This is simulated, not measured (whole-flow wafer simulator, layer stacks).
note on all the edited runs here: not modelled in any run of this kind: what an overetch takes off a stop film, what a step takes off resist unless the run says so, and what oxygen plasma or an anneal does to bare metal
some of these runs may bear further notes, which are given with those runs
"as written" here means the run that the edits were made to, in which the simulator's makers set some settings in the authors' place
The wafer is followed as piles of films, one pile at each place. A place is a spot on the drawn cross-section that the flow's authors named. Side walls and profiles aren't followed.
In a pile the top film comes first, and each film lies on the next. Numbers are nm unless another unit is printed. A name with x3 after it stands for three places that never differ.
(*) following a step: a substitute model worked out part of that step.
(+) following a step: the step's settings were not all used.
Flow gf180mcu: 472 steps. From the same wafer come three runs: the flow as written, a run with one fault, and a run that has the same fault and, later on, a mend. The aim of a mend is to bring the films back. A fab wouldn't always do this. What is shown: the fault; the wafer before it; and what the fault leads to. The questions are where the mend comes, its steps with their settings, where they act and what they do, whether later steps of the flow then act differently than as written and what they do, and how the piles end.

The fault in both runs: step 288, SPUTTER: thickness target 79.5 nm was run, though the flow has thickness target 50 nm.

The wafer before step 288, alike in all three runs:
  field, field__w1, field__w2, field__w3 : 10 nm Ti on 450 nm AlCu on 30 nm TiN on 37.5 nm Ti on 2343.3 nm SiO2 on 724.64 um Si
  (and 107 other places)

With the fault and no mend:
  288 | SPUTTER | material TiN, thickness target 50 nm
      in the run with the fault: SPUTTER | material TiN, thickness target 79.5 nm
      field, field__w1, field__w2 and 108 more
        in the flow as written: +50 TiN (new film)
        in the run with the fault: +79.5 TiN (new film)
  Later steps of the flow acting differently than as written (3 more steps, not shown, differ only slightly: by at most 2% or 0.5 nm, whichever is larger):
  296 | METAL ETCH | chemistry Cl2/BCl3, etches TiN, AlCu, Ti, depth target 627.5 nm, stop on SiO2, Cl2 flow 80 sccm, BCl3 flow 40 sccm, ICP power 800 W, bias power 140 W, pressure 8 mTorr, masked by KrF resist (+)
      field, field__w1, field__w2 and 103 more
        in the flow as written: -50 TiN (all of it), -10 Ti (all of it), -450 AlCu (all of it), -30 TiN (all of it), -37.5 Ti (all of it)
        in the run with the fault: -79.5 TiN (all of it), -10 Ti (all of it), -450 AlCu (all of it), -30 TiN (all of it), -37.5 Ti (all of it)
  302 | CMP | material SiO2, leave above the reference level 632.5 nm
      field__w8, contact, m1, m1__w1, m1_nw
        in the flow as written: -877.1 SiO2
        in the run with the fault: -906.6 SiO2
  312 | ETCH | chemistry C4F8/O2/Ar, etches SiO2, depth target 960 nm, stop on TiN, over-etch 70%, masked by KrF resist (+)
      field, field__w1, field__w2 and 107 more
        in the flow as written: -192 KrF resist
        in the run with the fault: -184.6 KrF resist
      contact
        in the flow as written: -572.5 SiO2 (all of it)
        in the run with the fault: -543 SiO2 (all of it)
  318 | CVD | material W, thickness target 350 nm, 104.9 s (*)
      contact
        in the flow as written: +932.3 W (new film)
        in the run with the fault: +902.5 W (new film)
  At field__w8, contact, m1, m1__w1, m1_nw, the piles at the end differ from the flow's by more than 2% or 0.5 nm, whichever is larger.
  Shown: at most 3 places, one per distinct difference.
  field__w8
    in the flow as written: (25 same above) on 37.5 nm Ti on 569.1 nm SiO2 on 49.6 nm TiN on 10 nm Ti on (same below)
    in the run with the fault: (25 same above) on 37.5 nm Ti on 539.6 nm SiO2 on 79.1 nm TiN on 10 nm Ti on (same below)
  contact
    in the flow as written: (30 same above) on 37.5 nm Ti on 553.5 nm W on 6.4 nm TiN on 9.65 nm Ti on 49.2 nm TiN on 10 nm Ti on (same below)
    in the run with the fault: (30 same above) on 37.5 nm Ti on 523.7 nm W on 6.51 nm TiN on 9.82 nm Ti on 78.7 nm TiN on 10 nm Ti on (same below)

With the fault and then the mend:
  The mend follows step 288.
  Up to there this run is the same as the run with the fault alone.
  288a | METAL ETCH | chemistry Cl2/BCl3, etches TiN, AlCu, Ti, depth target 29.5 nm, Cl2 flow 80 sccm, BCl3 flow 40 sccm, ICP power 800 W, bias power 140 W, pressure 8 mTorr (the flow's step 260 again, with other settings)
      field, field__w1, field__w2 and 108 more
        -29.5 TiN
  Every later step of the flow that is run acts as written at every place that is followed.
  At every place that both follow, the piles at the end match the flow's.
